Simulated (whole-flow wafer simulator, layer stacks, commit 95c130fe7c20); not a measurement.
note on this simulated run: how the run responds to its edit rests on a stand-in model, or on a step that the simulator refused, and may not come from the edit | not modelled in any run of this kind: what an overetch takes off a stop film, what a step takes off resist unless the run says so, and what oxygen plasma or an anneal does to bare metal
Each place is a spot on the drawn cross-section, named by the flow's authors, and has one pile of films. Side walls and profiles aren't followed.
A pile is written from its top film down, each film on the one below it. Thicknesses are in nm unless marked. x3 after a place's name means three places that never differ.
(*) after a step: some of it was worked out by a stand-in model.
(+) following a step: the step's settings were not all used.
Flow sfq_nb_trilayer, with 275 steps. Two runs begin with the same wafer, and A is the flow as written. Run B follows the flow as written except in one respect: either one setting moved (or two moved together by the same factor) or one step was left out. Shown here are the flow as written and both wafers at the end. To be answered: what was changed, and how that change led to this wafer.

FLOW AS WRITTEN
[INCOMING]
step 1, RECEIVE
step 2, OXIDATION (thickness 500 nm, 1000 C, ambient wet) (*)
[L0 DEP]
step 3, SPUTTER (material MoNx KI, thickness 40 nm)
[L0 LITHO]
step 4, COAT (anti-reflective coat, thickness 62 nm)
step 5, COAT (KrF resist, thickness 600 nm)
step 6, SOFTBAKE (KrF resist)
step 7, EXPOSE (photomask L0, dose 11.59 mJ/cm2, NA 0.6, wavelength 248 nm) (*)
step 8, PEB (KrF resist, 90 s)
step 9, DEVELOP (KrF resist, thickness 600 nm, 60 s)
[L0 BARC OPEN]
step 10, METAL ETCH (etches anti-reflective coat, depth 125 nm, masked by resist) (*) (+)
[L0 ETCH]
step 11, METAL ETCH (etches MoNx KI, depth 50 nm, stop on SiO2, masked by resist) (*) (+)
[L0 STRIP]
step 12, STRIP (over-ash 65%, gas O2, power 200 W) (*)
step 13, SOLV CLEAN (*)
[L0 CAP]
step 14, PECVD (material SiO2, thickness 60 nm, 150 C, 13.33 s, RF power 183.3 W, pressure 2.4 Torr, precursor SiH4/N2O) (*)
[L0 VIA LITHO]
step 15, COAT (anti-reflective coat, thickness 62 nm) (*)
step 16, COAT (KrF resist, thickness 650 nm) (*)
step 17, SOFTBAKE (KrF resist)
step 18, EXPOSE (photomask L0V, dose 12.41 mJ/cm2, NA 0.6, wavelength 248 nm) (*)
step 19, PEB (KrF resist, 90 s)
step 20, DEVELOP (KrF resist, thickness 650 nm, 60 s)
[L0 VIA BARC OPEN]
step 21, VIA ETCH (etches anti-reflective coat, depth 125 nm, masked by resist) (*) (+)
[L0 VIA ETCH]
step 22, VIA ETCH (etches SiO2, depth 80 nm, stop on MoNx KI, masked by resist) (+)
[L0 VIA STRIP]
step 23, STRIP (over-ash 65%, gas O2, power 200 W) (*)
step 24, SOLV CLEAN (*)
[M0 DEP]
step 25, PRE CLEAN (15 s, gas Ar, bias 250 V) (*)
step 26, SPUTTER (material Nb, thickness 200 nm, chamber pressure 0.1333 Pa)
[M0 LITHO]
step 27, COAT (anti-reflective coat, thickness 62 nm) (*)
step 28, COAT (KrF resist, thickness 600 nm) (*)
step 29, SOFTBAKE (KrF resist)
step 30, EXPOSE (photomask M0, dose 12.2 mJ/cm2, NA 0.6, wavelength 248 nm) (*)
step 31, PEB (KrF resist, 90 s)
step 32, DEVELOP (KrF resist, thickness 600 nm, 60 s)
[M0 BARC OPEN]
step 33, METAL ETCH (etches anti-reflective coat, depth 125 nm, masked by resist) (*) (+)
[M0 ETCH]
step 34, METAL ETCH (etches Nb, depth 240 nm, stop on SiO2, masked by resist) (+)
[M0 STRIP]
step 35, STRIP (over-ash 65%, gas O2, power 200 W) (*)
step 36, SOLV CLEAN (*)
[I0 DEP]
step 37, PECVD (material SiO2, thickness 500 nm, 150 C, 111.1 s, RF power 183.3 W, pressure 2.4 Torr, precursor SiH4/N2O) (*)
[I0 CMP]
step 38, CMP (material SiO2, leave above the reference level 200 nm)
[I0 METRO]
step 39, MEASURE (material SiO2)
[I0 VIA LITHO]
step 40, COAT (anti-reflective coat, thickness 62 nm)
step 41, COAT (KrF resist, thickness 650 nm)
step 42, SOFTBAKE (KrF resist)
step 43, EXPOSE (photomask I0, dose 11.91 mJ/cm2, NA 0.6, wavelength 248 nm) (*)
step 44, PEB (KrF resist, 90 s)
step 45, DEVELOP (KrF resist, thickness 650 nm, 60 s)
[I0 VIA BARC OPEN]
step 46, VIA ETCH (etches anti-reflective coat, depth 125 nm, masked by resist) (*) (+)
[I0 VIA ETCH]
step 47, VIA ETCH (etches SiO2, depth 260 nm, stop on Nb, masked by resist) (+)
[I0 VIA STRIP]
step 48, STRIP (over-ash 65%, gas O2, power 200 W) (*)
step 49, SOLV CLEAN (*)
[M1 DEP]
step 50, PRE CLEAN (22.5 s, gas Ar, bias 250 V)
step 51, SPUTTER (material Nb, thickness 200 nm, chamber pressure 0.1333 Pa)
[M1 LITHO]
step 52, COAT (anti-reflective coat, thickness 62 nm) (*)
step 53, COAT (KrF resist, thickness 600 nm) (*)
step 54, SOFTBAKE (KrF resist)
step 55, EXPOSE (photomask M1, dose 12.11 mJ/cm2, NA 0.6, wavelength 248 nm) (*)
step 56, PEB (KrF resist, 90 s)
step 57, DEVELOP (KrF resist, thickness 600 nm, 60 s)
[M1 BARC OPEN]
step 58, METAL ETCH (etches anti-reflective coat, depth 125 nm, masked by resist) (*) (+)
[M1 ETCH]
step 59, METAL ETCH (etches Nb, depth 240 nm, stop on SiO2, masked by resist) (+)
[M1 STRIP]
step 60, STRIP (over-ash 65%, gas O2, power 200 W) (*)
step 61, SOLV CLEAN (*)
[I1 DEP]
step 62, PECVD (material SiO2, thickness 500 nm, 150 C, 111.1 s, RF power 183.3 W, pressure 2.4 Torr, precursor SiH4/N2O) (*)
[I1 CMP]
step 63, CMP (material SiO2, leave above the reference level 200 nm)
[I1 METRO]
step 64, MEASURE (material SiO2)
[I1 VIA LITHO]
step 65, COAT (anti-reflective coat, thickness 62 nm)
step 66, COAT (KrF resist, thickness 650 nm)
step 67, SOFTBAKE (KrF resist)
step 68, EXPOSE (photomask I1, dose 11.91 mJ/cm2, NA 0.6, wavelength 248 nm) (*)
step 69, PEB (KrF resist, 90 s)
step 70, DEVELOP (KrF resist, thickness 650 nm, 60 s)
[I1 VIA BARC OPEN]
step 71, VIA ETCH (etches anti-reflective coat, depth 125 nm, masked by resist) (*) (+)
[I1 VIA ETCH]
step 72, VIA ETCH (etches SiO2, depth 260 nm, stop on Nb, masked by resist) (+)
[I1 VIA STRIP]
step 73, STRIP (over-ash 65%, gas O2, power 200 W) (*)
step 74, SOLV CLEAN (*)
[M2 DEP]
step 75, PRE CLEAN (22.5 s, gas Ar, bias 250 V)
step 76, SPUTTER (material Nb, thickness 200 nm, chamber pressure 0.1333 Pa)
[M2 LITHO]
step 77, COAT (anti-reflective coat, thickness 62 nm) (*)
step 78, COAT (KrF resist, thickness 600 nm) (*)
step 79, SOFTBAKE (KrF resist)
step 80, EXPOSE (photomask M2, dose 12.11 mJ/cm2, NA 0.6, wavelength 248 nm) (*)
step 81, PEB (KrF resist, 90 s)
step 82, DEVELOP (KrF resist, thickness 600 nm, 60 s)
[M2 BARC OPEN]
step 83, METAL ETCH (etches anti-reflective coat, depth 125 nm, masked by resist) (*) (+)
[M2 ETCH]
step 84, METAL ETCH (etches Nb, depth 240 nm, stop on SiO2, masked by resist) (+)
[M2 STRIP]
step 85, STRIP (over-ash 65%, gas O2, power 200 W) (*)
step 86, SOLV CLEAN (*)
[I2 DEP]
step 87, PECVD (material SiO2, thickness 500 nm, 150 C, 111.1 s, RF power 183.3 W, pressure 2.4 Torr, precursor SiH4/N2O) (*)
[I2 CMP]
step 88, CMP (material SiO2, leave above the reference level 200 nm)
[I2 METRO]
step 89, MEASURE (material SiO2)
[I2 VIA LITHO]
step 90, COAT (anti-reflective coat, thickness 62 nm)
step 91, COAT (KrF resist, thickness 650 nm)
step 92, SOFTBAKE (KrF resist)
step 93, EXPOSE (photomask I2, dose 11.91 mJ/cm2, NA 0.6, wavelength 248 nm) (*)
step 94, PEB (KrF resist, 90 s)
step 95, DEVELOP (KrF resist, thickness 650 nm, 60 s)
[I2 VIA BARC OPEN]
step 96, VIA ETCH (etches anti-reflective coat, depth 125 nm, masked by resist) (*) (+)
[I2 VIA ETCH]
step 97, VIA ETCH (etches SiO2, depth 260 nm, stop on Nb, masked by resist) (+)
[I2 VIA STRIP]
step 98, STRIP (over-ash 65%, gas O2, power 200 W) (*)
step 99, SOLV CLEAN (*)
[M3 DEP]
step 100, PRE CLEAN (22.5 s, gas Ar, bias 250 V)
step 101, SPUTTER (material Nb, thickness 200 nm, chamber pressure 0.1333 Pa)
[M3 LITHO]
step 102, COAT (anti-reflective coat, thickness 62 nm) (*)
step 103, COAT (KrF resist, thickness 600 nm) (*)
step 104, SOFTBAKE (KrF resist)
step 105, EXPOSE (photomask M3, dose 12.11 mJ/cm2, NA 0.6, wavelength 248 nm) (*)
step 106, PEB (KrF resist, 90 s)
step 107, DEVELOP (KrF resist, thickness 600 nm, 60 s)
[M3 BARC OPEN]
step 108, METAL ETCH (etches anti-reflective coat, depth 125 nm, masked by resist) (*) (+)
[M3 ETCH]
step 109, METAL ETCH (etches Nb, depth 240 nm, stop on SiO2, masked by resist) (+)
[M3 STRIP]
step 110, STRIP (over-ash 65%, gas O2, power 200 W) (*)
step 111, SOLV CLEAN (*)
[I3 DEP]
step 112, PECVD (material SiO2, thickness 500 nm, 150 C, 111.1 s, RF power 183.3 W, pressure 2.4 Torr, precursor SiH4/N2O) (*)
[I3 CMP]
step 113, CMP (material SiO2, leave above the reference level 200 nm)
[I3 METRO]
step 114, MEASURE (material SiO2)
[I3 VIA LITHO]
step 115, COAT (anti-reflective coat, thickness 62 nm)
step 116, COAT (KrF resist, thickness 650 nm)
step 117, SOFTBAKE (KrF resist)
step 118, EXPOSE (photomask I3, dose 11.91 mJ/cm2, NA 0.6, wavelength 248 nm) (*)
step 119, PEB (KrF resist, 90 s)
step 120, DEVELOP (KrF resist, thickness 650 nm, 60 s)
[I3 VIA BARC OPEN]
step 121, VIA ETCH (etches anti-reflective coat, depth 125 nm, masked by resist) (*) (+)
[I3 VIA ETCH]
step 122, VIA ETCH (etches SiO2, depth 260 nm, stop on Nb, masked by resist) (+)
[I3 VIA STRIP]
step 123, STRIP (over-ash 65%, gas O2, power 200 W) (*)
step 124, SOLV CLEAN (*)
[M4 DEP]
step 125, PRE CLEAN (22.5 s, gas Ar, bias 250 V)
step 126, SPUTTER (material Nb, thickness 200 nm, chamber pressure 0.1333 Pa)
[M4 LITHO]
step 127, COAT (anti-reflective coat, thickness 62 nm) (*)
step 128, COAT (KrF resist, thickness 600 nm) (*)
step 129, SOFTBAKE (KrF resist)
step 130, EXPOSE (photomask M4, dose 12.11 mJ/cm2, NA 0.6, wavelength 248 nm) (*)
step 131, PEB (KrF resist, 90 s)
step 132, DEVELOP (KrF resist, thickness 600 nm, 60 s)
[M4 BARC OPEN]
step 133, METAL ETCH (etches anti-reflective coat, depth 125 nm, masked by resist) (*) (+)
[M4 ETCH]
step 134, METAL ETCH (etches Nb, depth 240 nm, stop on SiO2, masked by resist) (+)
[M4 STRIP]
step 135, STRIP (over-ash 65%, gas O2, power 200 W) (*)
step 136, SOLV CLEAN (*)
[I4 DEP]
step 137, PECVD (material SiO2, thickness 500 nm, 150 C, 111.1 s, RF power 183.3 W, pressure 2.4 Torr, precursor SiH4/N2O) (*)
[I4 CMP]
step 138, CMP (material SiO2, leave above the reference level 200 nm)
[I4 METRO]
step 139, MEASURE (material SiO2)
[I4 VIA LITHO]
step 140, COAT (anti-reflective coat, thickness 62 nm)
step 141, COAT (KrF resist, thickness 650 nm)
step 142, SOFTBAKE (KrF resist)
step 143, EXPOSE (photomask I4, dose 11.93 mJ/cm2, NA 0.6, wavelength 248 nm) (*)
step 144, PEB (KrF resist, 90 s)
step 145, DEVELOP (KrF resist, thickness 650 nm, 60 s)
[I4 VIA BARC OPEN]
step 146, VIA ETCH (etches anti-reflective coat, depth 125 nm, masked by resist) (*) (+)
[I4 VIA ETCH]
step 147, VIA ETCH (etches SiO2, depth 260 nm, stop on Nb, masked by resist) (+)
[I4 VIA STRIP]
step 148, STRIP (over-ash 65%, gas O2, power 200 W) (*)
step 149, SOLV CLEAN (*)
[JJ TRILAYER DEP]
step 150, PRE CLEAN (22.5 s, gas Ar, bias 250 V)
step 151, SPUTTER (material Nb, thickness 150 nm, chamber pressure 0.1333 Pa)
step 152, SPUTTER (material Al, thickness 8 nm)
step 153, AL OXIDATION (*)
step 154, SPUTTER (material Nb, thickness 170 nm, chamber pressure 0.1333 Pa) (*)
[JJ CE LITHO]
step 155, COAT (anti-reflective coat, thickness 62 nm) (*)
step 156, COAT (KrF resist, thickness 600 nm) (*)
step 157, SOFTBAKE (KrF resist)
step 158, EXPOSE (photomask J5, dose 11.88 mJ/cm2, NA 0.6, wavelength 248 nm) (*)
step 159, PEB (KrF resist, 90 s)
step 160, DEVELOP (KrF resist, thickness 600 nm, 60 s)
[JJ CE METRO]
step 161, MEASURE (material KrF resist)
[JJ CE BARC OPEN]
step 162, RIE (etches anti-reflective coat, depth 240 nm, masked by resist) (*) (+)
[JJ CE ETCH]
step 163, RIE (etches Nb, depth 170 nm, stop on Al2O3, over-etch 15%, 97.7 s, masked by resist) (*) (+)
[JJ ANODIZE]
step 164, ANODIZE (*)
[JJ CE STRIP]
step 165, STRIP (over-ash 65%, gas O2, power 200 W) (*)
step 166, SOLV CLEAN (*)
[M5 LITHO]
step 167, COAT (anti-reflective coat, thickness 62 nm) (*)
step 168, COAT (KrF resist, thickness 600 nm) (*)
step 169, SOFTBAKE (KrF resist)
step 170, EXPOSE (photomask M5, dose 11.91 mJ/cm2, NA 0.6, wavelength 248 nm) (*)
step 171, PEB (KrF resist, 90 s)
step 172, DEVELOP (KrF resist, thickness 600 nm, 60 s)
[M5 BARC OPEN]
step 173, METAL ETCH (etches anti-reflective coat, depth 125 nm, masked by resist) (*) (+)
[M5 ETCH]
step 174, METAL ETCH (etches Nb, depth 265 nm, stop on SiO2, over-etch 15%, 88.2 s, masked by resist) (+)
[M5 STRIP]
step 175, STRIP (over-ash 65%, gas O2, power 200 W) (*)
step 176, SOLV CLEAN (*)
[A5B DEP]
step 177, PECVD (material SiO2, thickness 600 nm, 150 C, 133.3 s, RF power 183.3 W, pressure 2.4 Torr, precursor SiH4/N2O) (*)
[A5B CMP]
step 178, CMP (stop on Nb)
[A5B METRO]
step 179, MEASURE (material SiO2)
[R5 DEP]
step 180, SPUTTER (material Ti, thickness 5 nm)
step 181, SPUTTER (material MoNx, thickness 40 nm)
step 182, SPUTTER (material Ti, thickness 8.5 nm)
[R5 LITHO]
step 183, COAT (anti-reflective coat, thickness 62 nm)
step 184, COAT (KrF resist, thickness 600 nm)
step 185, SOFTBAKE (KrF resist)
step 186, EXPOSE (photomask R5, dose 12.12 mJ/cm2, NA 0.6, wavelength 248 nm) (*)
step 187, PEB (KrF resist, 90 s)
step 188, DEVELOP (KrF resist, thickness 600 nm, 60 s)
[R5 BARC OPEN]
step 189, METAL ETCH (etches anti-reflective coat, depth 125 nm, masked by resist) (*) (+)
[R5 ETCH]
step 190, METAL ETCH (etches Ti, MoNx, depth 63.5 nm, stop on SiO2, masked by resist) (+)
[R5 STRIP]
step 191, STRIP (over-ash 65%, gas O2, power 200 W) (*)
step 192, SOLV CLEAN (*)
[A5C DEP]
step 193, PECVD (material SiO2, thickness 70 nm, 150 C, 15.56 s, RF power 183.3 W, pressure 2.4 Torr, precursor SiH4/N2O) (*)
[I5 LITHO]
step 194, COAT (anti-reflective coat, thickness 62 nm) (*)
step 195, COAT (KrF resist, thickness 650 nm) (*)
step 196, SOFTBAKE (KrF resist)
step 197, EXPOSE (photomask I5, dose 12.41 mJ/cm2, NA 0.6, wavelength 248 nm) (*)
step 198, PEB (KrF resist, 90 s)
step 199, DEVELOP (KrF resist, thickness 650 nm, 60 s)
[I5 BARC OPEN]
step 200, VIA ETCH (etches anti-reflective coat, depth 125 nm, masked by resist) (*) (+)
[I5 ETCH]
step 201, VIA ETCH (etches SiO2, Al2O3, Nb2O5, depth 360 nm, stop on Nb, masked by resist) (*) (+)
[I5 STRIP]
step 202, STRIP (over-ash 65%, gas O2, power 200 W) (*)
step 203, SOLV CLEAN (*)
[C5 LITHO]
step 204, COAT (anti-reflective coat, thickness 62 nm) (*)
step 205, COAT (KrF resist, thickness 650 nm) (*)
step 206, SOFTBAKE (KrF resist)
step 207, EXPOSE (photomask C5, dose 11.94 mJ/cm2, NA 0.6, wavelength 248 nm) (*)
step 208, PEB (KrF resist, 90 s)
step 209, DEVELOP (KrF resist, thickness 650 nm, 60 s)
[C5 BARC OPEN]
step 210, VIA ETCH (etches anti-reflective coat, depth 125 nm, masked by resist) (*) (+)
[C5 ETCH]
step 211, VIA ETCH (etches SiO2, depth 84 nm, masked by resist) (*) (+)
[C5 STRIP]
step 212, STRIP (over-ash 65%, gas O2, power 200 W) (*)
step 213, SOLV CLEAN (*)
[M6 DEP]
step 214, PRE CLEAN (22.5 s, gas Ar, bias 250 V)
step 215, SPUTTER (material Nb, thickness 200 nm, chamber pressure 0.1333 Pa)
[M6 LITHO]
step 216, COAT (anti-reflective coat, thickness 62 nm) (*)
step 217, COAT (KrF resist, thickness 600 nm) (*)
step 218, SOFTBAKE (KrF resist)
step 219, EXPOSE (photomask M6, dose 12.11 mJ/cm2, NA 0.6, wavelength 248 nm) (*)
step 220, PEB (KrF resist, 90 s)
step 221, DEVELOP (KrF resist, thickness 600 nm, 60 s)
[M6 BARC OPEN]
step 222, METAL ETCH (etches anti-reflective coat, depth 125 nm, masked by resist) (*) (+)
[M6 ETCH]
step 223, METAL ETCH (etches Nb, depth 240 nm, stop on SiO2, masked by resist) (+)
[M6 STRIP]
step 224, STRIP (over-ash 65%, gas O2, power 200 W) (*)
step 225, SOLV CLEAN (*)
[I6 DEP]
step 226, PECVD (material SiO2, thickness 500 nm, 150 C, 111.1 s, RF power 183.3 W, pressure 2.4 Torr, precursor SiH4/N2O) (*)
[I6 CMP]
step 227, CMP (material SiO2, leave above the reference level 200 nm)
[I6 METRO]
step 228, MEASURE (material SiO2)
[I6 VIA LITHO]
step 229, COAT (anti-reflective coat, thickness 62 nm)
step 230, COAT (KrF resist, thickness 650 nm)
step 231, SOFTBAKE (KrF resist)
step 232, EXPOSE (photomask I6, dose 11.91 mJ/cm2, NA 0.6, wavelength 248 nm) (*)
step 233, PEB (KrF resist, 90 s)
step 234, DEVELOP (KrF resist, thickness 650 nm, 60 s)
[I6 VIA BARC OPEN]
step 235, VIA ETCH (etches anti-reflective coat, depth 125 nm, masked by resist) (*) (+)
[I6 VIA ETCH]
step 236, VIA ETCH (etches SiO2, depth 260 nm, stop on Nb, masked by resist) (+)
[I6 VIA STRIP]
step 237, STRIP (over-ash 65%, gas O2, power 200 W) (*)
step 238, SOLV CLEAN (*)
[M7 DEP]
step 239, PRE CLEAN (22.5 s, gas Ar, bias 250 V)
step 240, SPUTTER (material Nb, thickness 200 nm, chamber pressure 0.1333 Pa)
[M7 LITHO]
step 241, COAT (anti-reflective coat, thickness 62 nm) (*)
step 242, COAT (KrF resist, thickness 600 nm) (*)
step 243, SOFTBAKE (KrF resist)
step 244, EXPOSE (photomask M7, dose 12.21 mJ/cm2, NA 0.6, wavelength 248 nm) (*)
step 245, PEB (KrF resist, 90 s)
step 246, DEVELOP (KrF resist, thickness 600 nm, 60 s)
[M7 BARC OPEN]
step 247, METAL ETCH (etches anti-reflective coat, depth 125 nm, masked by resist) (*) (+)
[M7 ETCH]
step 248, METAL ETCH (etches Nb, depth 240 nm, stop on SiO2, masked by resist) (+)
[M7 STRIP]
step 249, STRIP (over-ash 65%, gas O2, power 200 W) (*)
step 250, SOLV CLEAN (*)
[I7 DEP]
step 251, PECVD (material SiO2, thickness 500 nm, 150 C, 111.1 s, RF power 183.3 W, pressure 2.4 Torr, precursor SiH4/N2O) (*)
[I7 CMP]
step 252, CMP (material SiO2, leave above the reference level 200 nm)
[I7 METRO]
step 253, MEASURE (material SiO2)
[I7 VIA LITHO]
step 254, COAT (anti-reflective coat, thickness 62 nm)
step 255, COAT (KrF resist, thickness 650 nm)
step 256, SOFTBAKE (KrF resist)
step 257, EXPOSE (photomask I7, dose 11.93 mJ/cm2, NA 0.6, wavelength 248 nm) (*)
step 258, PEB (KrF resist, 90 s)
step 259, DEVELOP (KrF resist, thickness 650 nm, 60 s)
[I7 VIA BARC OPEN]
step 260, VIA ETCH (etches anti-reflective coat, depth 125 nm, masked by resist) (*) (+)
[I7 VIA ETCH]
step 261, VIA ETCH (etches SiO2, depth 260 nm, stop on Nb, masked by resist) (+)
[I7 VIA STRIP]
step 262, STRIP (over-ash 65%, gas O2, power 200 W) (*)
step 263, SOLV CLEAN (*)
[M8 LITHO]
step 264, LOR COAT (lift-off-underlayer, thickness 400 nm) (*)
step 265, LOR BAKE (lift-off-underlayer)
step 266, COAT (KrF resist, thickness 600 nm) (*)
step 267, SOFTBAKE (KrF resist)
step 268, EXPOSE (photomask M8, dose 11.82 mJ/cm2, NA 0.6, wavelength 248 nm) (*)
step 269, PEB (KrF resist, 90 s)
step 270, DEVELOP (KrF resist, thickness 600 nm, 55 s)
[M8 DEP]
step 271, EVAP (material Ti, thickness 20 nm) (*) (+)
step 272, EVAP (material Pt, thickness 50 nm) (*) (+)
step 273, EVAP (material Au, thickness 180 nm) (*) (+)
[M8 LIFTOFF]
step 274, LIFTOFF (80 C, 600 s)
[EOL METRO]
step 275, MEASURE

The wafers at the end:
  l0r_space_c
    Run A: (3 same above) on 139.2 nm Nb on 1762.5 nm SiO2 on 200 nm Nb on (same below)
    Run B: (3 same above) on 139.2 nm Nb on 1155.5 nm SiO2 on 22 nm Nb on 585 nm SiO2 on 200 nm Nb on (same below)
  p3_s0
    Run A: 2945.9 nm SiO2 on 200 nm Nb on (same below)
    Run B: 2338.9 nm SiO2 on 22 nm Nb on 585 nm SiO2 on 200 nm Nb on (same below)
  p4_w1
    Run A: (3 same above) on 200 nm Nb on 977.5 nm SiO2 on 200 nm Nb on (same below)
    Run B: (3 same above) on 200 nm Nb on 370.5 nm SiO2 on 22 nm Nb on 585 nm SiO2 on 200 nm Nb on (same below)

The reason: step 83, METAL ETCH: etches anti-reflective coat, depth 125 nm, masked by resist (*) (+), was omitted.

The path from the change to this, step by step:
  step 84, METAL ETCH (etches Nb, depth 240 nm, stop on SiO2, masked by resist) (+)
      p4_fl, p4_fm, p4_w1 and 59 more: A -200 Nb (all of it) | B -62 anti-reflective coat (all of it), -178 Nb
      moat, field_r, lsp_l and 6 more: A -200 Nb (all of it) | B -61.8 anti-reflective coat (all of it), -178.2 Nb
      (also at 13 further places)
  step 85, STRIP (over-ash 65%, gas O2, power 200 W) (*)
      wl_j_sl, wl_jj, wl_j_sr and 12 more: A -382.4 KrF resist (all of it), -62 anti-reflective coat (all of it) | B -434 KrF resist (all of it), -62 anti-reflective coat (all of it)
      v_sur: A -380 KrF resist (all of it), -61.4 anti-reflective coat (all of it) | B -431.7 KrF resist (all of it), -61.4 anti-reflective coat (all of it)
      (also at 6 further places)
  step 87, PECVD (material SiO2, thickness 500 nm, 150 C, 111.1 s, RF power 183.3 W, pressure 2.4 Torr, precursor SiH4/N2O) (*)
      field_l, be, be_sur and 81 more: A +500 SiO2 | B +500 SiO2 (new film)
  step 88, CMP (material SiO2, leave above the reference level 200 nm)
      p4_fl, p4_fm, p4_w1 and 59 more: A -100 SiO2 | B -122 SiO2
      moat, field_r, lsp_l and 6 more: A -100 SiO2 | B -121.8 SiO2
      (also at 13 further places)
  step 167, COAT (anti-reflective coat, thickness 62 nm) (*)
      jj_sur: A +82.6 anti-reflective coat (new film) | B +80.9 anti-reflective coat (new film)
      ce_l: A +19.6 anti-reflective coat (new film) | B +16.5 anti-reflective coat (new film)
      (also at 1 further place)
  step 175, STRIP (over-ash 65%, gas O2, power 200 W) (*)
      jj_sur: A -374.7 KrF resist (all of it), -82.6 anti-reflective coat (all of it) | B -375.9 KrF resist (all of it), -80.9 anti-reflective coat (all of it)
      ce_l: A -299.6 KrF resist (all of it), -19.6 anti-reflective coat (all of it) | B -302.3 KrF resist (all of it), -16.5 anti-reflective coat (all of it)
      (also at 1 further place)
With metal films that touch counted as one body, l0r_space_c has 3 bodies (between them, from the top down: SiO2 1155.5; SiO2 585); the flow as written gives 2 bodies (between them, from the top down: SiO2 1762.5).
With metal films that touch counted as one body, p3_s0 has 2 bodies (between them, from the top down: SiO2 585); the flow as written gives 1 body.
With metal films that touch counted as one body, p4_w1 has 4 bodies (between them, from the top down: SiO2 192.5; SiO2 370.5; SiO2 585); the flow as written gives 3 bodies (between them, from the top down: SiO2 192.5; SiO2 977.5).
